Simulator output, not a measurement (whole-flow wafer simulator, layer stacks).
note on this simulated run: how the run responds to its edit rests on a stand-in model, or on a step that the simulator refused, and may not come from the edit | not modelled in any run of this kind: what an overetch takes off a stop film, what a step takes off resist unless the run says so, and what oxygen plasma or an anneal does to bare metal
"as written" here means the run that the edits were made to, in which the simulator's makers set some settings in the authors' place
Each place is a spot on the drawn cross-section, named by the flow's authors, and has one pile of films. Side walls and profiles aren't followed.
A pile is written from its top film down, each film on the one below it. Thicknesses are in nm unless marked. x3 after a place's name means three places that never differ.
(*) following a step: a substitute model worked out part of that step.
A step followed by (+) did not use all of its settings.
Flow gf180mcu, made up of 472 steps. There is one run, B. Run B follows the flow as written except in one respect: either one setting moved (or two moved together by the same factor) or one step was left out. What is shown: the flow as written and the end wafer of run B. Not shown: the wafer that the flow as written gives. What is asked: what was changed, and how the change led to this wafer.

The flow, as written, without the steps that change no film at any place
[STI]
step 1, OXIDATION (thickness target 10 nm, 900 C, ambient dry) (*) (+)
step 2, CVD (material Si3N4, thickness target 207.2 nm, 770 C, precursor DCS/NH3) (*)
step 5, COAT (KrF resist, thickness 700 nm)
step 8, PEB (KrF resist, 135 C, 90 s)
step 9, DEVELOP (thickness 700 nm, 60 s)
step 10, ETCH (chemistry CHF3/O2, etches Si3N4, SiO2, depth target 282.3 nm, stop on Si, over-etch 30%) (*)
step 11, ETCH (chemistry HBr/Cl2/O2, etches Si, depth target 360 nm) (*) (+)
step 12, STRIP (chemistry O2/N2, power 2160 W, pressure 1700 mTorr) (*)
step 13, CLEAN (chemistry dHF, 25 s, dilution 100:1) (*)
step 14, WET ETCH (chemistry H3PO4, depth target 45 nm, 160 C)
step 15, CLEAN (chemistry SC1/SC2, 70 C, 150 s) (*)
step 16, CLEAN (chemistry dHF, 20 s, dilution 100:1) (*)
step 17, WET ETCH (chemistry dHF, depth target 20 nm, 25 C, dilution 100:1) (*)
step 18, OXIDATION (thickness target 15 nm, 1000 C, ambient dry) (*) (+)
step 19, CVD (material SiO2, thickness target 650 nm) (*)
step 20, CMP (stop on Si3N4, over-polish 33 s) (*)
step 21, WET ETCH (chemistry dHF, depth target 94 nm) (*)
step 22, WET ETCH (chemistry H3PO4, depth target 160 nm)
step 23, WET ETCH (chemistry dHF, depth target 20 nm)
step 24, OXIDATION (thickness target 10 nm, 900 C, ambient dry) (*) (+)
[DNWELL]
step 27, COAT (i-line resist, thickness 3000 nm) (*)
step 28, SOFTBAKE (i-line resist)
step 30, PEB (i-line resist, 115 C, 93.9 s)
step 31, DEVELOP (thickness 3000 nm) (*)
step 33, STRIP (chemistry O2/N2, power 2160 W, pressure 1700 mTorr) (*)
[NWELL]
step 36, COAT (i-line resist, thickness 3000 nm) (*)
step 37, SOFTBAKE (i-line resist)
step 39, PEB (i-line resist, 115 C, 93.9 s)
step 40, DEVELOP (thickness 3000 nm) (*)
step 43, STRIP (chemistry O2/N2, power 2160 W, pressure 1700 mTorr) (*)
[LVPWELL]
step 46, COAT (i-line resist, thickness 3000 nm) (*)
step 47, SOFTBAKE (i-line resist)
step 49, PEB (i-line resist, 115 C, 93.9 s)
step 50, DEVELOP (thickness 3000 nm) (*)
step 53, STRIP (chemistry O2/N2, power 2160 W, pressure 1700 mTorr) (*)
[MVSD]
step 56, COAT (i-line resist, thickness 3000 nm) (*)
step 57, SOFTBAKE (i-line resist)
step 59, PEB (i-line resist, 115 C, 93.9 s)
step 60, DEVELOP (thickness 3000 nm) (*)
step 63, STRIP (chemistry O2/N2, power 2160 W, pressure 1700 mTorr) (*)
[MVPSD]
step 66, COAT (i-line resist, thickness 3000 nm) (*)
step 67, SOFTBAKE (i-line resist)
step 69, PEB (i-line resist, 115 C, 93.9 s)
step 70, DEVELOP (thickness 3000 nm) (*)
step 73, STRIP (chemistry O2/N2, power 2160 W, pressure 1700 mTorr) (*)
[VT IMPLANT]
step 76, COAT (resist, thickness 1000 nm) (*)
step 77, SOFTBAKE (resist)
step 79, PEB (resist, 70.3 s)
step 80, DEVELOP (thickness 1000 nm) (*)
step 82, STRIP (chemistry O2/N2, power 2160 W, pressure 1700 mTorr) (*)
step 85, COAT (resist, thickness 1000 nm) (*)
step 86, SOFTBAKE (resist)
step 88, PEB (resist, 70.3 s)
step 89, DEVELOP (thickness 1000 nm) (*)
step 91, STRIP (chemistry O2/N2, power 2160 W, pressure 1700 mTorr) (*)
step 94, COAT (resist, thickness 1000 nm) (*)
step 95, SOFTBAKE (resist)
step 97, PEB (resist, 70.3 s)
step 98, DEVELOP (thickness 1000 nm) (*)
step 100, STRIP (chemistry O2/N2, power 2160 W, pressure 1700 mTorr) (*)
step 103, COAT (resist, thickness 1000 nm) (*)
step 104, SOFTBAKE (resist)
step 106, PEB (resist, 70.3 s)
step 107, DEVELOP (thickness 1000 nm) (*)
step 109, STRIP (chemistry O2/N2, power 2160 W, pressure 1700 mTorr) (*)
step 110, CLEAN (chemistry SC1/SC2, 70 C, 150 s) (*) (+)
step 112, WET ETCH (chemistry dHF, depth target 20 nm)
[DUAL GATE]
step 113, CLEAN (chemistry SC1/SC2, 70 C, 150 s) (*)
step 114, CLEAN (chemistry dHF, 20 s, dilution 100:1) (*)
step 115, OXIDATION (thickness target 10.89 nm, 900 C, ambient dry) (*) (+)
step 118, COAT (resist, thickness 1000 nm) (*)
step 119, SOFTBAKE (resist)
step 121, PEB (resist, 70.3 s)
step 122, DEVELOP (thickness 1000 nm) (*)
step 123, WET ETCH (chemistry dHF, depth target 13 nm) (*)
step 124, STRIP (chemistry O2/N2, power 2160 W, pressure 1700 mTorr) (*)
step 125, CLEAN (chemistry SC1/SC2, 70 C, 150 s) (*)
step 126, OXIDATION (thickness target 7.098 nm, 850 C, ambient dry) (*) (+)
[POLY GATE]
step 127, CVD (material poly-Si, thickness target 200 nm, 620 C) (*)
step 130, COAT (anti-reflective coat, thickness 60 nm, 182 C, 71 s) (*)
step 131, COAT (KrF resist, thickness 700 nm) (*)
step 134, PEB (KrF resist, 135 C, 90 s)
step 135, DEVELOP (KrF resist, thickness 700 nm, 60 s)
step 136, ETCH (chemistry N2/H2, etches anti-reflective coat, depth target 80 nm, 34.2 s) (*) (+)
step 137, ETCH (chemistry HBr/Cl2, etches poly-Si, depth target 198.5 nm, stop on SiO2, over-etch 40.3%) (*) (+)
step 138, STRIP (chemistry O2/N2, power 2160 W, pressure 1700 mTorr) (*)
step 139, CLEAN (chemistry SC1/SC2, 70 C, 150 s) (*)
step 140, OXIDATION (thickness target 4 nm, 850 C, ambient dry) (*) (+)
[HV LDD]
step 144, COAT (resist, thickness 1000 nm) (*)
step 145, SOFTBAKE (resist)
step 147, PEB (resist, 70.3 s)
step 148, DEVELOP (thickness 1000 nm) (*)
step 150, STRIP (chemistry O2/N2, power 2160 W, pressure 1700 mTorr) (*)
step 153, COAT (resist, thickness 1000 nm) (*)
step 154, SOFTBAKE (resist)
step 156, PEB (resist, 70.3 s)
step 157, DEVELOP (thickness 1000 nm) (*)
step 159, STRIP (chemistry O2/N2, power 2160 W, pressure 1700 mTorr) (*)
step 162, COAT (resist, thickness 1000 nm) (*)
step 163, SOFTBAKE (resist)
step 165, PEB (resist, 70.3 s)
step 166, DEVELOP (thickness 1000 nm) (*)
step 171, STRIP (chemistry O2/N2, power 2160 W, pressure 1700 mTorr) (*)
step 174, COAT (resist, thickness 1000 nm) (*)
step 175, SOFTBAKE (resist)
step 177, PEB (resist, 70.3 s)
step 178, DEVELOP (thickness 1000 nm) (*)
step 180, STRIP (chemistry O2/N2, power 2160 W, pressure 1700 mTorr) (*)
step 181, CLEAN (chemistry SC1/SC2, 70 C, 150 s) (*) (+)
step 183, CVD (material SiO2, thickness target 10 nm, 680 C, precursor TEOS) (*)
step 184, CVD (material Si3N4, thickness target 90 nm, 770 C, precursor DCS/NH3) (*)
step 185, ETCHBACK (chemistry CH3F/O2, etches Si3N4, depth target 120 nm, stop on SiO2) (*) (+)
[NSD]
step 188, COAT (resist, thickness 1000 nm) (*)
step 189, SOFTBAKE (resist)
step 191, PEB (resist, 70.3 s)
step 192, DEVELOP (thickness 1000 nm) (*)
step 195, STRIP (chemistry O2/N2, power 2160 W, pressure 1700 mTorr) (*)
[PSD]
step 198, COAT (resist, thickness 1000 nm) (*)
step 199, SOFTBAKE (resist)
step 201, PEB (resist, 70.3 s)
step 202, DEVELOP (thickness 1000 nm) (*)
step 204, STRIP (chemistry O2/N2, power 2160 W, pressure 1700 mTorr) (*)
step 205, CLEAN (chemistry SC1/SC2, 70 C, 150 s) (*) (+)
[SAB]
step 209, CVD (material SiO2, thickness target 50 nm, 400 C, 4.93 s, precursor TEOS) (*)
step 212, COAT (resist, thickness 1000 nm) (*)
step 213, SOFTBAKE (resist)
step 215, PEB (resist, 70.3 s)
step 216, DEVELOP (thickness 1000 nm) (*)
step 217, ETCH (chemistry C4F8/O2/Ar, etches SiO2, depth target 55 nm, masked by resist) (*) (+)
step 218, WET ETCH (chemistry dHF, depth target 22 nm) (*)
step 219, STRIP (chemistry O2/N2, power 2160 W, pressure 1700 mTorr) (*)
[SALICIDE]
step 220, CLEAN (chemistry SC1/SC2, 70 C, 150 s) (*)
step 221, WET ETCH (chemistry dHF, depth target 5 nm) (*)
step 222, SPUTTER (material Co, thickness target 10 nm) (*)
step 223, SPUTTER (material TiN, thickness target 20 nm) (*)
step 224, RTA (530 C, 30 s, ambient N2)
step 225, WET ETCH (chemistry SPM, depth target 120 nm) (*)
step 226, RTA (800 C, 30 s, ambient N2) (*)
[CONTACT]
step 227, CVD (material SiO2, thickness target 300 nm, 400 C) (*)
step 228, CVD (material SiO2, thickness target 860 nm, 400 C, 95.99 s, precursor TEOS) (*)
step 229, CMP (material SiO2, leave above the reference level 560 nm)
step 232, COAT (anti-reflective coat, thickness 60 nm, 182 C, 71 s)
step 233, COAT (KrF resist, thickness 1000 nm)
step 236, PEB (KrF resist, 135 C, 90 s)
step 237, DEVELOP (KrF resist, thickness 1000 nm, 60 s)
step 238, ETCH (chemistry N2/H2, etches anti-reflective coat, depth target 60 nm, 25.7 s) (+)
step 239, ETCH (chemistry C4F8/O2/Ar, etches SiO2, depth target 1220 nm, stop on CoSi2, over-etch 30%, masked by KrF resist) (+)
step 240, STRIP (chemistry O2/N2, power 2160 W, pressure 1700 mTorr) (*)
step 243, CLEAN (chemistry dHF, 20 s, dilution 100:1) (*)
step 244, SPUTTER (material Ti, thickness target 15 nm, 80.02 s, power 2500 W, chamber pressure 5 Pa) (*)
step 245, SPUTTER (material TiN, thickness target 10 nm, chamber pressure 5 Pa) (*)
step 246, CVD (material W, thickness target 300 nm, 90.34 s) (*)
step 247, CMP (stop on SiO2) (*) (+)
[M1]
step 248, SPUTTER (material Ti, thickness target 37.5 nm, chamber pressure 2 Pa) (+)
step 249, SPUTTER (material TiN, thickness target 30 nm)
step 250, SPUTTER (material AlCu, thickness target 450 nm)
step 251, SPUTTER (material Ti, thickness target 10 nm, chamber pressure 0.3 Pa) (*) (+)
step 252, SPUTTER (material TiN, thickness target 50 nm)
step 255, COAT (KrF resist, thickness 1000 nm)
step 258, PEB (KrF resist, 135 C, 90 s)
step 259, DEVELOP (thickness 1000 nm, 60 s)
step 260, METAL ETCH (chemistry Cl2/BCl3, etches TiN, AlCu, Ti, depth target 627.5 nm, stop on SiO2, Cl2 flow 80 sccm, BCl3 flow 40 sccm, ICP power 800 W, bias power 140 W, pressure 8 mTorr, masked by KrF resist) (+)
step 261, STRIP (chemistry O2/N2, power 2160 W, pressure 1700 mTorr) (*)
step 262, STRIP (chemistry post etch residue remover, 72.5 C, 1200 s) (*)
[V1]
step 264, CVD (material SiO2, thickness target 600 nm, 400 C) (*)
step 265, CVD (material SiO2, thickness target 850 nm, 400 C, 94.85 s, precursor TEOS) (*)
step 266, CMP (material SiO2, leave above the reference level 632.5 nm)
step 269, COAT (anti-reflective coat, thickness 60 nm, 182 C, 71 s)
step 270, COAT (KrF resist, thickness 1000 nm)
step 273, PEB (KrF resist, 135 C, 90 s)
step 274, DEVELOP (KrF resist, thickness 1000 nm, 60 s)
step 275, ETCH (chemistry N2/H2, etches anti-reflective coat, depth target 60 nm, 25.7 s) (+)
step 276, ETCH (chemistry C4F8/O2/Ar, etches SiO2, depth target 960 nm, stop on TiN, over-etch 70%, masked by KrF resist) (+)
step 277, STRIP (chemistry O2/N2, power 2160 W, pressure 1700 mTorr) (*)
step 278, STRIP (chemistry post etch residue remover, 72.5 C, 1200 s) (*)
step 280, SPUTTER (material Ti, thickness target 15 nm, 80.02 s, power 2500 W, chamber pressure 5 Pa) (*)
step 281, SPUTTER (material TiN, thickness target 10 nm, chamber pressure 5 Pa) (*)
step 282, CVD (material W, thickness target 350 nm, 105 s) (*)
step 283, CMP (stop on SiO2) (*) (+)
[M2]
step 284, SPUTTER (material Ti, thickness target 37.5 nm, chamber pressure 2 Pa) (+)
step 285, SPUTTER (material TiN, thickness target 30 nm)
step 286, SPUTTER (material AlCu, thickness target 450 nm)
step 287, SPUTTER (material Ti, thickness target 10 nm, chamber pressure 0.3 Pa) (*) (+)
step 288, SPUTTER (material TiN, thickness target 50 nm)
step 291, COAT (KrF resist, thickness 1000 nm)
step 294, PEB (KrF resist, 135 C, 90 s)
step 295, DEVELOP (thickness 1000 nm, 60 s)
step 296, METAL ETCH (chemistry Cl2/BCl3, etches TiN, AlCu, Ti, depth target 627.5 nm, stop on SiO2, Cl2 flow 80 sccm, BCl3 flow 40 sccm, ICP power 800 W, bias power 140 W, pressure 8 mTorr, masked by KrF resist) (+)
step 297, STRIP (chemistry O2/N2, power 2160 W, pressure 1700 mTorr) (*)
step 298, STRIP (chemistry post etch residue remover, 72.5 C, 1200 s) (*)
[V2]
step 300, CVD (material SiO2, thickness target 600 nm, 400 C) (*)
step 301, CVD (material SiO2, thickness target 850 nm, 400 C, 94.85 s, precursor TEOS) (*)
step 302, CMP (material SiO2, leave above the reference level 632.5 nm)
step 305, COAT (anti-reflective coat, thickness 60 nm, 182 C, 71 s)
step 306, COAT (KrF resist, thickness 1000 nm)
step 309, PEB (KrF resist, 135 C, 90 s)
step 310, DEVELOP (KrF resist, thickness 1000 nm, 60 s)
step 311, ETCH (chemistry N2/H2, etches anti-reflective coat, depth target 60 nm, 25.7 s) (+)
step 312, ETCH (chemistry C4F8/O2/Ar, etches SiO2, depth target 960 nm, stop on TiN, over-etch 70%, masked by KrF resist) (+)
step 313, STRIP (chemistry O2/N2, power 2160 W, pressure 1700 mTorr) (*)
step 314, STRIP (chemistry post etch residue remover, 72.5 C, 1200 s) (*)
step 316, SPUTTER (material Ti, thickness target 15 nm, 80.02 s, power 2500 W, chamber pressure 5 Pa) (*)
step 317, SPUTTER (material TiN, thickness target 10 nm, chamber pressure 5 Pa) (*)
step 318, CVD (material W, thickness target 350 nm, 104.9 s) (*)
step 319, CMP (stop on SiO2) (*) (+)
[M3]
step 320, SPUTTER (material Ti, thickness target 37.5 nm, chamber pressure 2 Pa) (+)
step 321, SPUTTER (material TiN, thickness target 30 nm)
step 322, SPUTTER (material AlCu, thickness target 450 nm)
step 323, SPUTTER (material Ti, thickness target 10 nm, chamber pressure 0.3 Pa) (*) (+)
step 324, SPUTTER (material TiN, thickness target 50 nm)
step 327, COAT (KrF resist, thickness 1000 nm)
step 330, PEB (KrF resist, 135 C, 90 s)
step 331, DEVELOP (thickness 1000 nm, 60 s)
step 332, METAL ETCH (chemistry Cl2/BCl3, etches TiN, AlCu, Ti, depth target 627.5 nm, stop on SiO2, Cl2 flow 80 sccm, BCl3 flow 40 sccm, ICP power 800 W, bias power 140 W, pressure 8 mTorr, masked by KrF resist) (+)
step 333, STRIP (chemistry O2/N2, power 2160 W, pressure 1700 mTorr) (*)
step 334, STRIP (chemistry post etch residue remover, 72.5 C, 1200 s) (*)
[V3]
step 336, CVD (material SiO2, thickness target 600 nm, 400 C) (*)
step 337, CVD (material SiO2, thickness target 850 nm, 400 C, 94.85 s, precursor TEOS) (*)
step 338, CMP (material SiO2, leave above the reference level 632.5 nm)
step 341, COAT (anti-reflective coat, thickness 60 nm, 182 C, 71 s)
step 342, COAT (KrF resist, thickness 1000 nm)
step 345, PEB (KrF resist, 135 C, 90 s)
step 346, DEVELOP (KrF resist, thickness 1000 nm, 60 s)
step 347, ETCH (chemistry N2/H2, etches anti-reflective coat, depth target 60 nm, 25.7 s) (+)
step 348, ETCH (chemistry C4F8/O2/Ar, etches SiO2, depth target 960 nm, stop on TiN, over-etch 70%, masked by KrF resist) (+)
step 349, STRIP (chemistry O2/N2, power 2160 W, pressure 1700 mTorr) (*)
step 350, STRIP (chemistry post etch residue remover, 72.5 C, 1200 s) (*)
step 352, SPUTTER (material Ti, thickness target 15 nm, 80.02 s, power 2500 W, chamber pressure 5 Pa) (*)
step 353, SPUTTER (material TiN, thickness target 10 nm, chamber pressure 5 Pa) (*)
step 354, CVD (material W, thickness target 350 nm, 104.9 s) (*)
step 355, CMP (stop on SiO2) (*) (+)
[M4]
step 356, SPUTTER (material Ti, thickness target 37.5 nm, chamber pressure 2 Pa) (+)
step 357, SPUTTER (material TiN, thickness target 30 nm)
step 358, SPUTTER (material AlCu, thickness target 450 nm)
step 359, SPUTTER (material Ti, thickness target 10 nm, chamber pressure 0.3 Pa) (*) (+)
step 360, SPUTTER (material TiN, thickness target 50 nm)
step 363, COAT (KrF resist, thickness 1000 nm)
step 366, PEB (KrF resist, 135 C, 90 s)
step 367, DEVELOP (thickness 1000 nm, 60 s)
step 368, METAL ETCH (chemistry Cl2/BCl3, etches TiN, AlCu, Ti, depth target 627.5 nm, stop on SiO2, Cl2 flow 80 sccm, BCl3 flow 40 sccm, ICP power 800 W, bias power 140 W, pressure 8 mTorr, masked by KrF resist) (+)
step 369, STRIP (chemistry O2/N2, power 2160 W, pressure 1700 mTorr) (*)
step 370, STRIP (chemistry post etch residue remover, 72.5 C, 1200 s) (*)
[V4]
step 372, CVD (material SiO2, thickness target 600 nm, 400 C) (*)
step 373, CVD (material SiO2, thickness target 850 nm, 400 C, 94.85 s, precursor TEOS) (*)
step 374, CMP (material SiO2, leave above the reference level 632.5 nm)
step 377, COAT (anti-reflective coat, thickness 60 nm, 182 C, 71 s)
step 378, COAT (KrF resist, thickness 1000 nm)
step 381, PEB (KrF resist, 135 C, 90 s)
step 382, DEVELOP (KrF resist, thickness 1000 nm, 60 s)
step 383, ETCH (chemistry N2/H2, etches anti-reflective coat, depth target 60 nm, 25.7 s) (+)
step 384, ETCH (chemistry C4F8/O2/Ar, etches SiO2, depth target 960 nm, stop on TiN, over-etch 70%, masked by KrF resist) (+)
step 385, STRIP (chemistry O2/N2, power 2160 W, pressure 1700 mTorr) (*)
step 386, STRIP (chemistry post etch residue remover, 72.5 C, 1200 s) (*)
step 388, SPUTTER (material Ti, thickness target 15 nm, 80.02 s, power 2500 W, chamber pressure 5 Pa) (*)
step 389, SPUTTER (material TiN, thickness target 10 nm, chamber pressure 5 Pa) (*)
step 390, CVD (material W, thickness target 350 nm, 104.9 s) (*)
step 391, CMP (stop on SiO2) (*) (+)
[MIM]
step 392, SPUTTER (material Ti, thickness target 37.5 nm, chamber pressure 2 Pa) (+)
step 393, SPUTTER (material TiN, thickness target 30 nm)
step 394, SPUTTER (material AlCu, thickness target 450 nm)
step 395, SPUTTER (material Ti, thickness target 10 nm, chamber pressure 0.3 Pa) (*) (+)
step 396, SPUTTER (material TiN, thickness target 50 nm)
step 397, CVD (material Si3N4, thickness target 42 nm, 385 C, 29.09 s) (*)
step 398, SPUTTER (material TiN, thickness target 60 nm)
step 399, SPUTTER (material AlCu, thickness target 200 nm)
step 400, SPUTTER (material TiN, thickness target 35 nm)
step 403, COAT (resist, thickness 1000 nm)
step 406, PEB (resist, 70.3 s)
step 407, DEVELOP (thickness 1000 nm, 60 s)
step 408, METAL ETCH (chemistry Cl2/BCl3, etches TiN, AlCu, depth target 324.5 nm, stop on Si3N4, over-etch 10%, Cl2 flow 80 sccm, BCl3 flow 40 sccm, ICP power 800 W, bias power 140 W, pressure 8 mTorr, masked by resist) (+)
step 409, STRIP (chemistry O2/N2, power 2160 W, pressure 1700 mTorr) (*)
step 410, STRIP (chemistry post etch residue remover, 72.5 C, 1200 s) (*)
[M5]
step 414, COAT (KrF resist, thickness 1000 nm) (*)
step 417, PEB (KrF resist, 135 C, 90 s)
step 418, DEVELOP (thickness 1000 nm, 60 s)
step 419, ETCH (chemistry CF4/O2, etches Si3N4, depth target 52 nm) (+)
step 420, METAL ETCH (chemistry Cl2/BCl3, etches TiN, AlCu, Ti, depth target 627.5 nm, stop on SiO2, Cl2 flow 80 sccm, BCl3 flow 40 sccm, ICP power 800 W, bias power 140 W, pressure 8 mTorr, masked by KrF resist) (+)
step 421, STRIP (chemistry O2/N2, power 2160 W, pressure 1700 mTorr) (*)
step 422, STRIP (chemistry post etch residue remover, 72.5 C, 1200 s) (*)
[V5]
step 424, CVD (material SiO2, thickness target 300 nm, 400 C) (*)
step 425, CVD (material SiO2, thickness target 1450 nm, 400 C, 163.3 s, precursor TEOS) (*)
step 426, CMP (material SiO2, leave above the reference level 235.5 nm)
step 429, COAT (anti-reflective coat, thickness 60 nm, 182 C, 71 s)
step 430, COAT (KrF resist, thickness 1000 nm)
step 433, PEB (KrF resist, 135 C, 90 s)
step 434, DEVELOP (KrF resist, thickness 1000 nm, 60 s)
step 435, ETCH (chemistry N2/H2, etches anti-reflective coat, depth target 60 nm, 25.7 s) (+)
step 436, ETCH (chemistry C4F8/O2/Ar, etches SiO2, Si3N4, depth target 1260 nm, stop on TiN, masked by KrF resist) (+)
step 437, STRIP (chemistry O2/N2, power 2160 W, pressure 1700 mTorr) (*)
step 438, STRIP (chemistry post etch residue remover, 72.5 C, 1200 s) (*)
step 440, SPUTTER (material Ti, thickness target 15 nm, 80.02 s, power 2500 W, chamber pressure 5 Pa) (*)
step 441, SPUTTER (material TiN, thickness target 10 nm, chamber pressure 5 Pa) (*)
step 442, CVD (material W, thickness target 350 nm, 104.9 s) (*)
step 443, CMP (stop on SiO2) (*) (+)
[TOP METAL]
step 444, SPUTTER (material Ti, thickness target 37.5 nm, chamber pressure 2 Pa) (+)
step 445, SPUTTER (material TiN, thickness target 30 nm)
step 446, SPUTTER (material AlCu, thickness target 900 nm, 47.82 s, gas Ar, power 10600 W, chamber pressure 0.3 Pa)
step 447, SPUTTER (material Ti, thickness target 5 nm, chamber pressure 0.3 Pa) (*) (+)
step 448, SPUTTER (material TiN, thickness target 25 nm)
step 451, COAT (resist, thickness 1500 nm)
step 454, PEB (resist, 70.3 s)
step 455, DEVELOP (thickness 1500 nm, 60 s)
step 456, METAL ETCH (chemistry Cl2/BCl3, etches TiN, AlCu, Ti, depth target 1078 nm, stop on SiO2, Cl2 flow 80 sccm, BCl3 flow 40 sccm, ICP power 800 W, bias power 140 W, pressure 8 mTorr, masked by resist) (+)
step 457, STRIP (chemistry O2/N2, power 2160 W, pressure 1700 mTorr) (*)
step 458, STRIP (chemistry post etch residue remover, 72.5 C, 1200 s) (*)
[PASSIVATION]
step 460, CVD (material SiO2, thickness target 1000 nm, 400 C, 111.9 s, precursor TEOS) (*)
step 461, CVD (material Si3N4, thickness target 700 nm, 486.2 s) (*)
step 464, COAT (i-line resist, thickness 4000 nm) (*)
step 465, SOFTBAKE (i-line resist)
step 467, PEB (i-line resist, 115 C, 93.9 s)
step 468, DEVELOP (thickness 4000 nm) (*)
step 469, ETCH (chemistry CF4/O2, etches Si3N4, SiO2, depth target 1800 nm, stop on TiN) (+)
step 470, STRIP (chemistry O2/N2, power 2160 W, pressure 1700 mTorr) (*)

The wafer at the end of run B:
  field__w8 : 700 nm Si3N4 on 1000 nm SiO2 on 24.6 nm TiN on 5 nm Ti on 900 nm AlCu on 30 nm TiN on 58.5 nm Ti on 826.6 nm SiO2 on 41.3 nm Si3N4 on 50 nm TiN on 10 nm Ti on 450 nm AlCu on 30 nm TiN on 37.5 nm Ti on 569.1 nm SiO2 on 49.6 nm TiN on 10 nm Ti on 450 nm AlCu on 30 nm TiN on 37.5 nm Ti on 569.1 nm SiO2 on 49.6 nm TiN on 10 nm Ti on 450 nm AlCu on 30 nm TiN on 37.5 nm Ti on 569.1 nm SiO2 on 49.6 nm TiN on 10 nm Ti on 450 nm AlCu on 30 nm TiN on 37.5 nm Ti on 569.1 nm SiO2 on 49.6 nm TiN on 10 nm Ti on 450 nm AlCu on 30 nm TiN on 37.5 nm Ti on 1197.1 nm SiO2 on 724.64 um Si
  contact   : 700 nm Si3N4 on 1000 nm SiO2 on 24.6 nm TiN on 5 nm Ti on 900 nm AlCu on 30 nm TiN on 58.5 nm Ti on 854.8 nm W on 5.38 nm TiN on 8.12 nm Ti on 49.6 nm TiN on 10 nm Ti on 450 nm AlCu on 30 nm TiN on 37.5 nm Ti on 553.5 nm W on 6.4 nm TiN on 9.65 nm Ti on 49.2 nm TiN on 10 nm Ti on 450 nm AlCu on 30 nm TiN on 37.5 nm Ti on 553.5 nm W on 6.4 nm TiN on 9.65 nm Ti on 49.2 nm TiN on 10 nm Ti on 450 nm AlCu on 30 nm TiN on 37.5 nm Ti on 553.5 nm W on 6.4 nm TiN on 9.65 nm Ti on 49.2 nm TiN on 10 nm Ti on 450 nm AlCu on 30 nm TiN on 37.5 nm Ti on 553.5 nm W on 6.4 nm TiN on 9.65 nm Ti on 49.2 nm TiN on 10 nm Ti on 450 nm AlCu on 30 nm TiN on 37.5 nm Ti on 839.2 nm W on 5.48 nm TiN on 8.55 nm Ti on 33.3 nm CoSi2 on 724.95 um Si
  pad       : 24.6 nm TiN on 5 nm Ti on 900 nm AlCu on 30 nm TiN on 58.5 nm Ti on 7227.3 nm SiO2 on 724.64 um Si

The reason: step 444, SPUTTER: thickness target 58.5 nm was run, while the flow as written has thickness target 37.5 nm.
The wafer itself shows it: field__w8 has Ti 58.5, and step 444 as written asks for 37.5 nm.

The path from the change to this, step by step:
  step 444, SPUTTER (material Ti, thickness target 37.5 nm, chamber pressure 2 Pa) (+)
      field, field__w1, field__w2 and 109 more: Ti gains 58.5 (new film) (in the flow as written it would be: Ti gains 37.5 (new film))
  step 456, METAL ETCH (chemistry Cl2/BCl3, etches TiN, AlCu, Ti, depth target 1078 nm, stop on SiO2, Cl2 flow 80 sccm, BCl3 flow 40 sccm, ICP power 800 W, bias power 140 W, pressure 8 mTorr, masked by resist) (+)
      field, field__w1, field__w2 and 103 more: TiN loses 25 (all of it), Ti loses 5 (all of it), AlCu loses 900 (all of it), TiN loses 30 (all of it), Ti loses 58.5 (all of it) (in the flow as written it would be: TiN loses 25 (all of it), Ti loses 5 (all of it), AlCu loses 900 (all of it), TiN loses 30 (all of it), Ti loses 37.5 (all of it))
  step 465, SOFTBAKE (i-line resist)
      gate: i-line resist loses 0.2 (in the flow as written it would be: i-line resist gains 1.79)
      ld_acc_p, ld_fp_p, ld_drift_p: i-line resist gains 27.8 (in the flow as written it would be: i-line resist gains 33.8)
      (also at 62 further places)
